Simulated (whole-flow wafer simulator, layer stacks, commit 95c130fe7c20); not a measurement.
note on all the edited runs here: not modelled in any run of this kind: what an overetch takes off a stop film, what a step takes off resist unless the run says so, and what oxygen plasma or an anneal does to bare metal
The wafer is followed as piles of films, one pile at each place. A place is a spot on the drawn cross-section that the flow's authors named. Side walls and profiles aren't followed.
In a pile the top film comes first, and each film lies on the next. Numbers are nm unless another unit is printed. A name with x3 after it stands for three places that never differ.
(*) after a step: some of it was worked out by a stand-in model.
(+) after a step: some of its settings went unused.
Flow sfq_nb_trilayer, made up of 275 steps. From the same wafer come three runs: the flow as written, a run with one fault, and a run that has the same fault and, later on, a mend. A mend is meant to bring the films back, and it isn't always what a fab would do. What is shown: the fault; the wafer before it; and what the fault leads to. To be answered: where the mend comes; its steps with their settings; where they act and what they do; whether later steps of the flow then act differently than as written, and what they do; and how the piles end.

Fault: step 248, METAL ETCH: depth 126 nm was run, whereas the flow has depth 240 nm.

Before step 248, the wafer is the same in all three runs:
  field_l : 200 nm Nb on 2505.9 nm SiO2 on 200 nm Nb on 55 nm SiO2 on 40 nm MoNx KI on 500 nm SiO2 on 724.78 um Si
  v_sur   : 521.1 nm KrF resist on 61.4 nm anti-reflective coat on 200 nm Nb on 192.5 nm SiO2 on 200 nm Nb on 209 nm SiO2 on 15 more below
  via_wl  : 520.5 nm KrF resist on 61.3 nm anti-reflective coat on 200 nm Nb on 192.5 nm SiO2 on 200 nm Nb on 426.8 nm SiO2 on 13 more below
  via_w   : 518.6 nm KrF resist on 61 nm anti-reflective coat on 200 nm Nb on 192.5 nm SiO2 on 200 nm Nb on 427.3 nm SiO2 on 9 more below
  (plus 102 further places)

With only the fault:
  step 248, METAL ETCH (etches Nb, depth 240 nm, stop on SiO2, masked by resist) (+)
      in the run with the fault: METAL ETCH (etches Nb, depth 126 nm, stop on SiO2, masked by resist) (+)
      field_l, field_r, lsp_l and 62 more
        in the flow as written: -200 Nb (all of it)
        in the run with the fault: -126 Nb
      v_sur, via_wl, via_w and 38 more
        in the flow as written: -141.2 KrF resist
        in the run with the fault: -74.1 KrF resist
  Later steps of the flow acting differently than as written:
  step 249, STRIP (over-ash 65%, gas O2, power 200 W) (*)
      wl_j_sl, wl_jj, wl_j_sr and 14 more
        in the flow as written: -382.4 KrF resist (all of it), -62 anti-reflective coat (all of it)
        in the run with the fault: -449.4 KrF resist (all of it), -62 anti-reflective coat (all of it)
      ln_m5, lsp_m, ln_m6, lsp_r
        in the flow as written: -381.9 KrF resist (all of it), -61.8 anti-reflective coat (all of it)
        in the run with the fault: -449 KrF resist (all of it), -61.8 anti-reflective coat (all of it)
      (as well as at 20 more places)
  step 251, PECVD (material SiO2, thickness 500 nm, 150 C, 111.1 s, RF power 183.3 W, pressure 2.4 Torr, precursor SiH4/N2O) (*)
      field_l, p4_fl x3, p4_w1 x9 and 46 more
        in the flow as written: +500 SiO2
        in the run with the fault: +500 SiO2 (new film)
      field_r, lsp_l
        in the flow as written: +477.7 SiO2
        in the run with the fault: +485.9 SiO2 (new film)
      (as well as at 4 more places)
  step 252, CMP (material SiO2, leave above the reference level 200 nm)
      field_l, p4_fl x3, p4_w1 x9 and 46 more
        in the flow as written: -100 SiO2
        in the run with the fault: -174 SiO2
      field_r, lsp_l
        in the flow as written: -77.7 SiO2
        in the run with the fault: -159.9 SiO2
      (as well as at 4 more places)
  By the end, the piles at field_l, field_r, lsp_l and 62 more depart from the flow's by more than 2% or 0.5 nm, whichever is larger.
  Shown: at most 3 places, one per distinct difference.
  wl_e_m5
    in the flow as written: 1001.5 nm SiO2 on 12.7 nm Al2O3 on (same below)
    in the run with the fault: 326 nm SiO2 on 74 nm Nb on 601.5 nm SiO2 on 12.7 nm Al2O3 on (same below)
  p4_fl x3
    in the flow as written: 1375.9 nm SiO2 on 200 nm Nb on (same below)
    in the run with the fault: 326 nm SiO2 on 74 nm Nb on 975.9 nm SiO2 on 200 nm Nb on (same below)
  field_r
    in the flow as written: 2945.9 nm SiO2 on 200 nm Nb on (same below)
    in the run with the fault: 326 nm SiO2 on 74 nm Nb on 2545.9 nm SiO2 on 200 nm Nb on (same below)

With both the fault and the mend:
  After step 248 comes the mend.
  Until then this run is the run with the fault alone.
  step 248a, METAL ETCH (etches Nb, depth 114 nm, stop on SiO2, masked by resist) (+) (a further turn of the flow's step 248, with different settings)
      field_l, field_r, lsp_l and 62 more
        -74 Nb (all of it)
      v_sur, via_wl, via_w and 38 more
        -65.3 KrF resist
  Every later step of the flow that is run acts as written, at every place that is followed, to within 2% or 0.5 nm, whichever is larger.
  At every place that both follow, the piles at the end match the flow's.
